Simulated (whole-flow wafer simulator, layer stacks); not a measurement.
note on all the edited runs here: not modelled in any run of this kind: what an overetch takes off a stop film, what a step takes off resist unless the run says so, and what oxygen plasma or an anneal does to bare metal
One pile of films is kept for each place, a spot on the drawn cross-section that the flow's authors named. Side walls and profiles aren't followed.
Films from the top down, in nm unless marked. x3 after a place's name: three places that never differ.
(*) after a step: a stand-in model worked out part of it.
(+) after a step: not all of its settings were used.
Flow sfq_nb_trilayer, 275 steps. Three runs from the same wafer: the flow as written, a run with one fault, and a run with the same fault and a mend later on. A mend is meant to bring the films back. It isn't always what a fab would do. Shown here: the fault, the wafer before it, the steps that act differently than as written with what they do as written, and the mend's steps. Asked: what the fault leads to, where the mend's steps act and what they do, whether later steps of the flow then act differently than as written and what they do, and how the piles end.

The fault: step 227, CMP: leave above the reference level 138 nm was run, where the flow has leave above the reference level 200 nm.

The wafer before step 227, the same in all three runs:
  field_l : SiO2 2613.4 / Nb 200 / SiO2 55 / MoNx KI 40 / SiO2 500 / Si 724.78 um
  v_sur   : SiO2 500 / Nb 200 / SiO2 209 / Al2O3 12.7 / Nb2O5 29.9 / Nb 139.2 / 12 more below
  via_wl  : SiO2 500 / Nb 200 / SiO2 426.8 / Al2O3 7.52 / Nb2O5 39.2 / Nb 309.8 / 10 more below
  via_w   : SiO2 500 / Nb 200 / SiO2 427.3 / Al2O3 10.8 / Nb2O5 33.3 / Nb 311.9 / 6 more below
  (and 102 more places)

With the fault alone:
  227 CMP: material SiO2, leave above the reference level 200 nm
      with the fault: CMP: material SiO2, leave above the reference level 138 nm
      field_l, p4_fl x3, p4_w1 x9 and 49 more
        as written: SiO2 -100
        with the fault: SiO2 -162
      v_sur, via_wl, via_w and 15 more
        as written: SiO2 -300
        with the fault: SiO2 -362
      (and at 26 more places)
  Later steps of the flow that act differently than as written (4 more steps differ only slightly, by at most 2% or 0.5 nm, whichever is larger, and aren't shown):
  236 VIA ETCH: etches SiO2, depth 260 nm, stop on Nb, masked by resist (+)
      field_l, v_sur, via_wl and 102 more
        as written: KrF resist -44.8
        with the fault: KrF resist -35.6
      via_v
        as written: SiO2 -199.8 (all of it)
        with the fault: SiO2 -137.8 (all of it)
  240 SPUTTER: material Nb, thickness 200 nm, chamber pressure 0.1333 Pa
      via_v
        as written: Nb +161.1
        with the fault: Nb +176.2
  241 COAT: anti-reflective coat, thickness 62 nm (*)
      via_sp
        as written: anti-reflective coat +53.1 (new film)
        with the fault: anti-reflective coat +54.2 (new film)
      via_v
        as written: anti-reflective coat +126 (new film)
        with the fault: anti-reflective coat +111.1 (new film)
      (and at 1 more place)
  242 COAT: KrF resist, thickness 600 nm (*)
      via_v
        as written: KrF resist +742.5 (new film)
        with the fault: KrF resist +690.5 (new film)
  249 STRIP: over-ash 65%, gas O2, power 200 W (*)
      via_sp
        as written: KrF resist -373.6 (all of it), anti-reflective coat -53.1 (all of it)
        with the fault: KrF resist -378 (all of it), anti-reflective coat -54.2 (all of it)
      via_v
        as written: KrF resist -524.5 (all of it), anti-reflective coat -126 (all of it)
        with the fault: KrF resist -472.6 (all of it), anti-reflective coat -111.1 (all of it)
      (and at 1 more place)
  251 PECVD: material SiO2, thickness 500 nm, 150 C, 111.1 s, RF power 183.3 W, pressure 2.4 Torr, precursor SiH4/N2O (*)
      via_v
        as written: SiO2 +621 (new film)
        with the fault: SiO2 +517.8 (new film)
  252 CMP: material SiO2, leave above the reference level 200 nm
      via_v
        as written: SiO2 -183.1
        with the fault: SiO2 -157.1
  At the end the piles differ from the flow's by more than 2% or 0.5 nm, whichever is larger, at field_l, v_sur, via_wl and 102 more.
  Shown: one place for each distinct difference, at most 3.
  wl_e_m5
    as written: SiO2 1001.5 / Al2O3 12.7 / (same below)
    with the fault: SiO2 939.5 / Al2O3 12.7 / (same below)
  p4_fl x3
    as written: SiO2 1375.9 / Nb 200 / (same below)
    with the fault: SiO2 1313.9 / Nb 200 / (same below)
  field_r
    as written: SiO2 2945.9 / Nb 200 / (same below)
    with the fault: SiO2 2883.9 / Nb 200 / (same below)

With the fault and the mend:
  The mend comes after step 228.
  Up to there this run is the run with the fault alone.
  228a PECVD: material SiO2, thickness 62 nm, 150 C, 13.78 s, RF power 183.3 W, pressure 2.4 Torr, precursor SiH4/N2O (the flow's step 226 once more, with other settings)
      field_l, v_sur, via_wl and 103 more
        SiO2 +62
  No later step of the flow acts differently than as written, at any place that is followed, by more than 2% or 0.5 nm, whichever is larger.
  At the end the piles are the same as the flow's at every place that both follow.
